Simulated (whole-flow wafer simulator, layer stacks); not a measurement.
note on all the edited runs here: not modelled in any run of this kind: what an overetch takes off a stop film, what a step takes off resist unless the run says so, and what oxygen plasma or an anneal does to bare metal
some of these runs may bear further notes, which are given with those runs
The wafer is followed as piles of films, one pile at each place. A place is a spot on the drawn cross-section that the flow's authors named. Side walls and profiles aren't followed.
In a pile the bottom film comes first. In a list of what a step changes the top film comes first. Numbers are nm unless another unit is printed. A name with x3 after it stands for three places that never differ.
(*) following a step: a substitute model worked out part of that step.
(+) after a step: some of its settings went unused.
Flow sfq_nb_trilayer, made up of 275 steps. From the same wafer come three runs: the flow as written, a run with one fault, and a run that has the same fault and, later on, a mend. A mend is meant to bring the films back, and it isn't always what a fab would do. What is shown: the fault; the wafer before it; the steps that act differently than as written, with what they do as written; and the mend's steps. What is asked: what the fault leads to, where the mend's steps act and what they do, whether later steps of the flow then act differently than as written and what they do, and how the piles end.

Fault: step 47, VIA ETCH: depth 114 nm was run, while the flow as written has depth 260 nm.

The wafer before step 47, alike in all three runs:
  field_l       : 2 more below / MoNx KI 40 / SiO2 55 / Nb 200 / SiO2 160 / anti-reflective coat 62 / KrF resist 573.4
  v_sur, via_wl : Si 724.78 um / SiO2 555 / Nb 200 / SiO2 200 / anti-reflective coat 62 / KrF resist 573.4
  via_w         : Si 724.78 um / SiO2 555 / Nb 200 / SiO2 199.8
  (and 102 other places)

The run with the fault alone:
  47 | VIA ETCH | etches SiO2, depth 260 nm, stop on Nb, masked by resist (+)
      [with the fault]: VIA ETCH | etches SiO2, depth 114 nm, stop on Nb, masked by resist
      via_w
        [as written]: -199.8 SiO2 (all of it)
        [with the fault]: -114 SiO2
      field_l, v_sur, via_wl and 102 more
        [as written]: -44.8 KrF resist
        [with the fault]: -19.7 KrF resist
  Steps further on in the flow that do not act as written (3 other steps are not shown; they differ only slightly, by no more than 2% or 0.5 nm, whichever is larger):
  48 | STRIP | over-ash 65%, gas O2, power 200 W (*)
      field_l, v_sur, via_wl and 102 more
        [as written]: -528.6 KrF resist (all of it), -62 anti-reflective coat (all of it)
        [with the fault]: -553.8 KrF resist (all of it), -62 anti-reflective coat (all of it)
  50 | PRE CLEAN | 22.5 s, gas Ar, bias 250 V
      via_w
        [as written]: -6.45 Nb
        [with the fault]: -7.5 SiO2
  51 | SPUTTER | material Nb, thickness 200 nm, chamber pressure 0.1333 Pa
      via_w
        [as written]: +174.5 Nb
        [with the fault]: +191.4 Nb (new film)
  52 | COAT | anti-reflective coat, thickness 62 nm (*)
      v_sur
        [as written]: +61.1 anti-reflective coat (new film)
        [with the fault]: +56.7 anti-reflective coat (new film)
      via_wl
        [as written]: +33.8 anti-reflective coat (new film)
        [with the fault]: +31.5 anti-reflective coat (new film)
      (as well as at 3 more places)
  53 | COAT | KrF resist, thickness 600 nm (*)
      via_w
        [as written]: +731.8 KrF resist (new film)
        [with the fault]: +656.7 KrF resist (new film)
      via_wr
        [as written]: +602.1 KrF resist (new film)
        [with the fault]: +615.2 KrF resist (new film)
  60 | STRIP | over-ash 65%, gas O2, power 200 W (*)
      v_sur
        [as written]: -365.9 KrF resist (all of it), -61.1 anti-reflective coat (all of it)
        [with the fault]: -376.5 KrF resist (all of it), -56.7 anti-reflective coat (all of it)
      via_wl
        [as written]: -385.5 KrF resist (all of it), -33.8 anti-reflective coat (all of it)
        [with the fault]: -397.5 KrF resist (all of it), -31.5 anti-reflective coat (all of it)
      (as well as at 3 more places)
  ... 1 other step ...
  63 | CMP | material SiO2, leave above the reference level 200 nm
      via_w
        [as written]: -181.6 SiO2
        [with the fault]: -177.3 SiO2
  At via_w, the piles at the end differ from the flow's by more than 2% or 0.5 nm, whichever is larger.
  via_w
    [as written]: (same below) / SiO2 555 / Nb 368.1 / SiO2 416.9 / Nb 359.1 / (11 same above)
    [with the fault]: (same below) / SiO2 555 / Nb 200 / SiO2 78.3 / Nb 191.4 / SiO2 315.2 / Nb 359.1 / (11 same above)

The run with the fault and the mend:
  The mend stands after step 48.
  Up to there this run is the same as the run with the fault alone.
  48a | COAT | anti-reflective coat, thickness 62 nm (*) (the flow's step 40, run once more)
      p4_fl x3, p4_w1 x9, p4_g1 x2 and 63 more
        +62 anti-reflective coat (new film)
      be_sur, gap, jj_sur and 17 more
        +61.9 anti-reflective coat (new film)
      field_l, via_v
        +61.7 anti-reflective coat (new film)
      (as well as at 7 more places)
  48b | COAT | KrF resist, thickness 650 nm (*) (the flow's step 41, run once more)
      p4_fl x3, p4_w1 x9, p4_g1 x2 and 63 more
        +650 KrF resist (new film)
      r_end, moat, field_r and 7 more
        +649.7 KrF resist (new film)
      ce_l, c5j, ce_r, sp_r
        +649.5 KrF resist (new film)
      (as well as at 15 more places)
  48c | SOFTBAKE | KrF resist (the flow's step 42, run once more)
      does not change any film at any place that is followed
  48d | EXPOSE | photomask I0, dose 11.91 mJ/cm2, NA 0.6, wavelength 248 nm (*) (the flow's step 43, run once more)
      does not change any film at any place that is followed
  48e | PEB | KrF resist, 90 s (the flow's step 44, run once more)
      be_sur, gap, jj_sur and 94 more
        -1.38 KrF resist
      field_l, v_sur, via_v, wire, be
        -1.37 KrF resist
      via_wl, via_wr
        -1.41 KrF resist
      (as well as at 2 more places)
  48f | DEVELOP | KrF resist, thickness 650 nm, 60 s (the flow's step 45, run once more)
      field_l, v_sur, via_wl and 102 more
        -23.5 KrF resist
      via_w
        -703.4 KrF resist (all of it)
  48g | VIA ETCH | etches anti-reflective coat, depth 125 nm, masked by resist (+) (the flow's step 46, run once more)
      field_l, v_sur, via_wl and 102 more
        -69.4 KrF resist
      via_w
        -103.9 anti-reflective coat (all of it), -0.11 SiO2
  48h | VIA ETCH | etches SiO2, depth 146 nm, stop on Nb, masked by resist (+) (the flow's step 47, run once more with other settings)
      field_l, v_sur, via_wl and 102 more
        -22.2 KrF resist
      via_w
        -85.7 SiO2 (all of it)
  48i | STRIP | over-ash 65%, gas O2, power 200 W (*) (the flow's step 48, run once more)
      p4_fl x3, p4_w1 x9, p4_g1 x2 and 63 more
        -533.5 KrF resist (all of it), -62 anti-reflective coat (all of it)
      r_end, moat, field_r and 7 more
        -533.2 KrF resist (all of it), -61.9 anti-reflective coat (all of it)
      c5j, ce_r, sp_r
        -533 KrF resist (all of it), -61.9 anti-reflective coat (all of it)
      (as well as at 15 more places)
  Later steps of the flow that are run all act as written at every place that is followed, up to a difference of at most 2% or 0.5 nm, whichever is larger.
  The piles end only slightly different from the flow's at the places that both follow, by no more than 2% or 0.5 nm, whichever is larger.
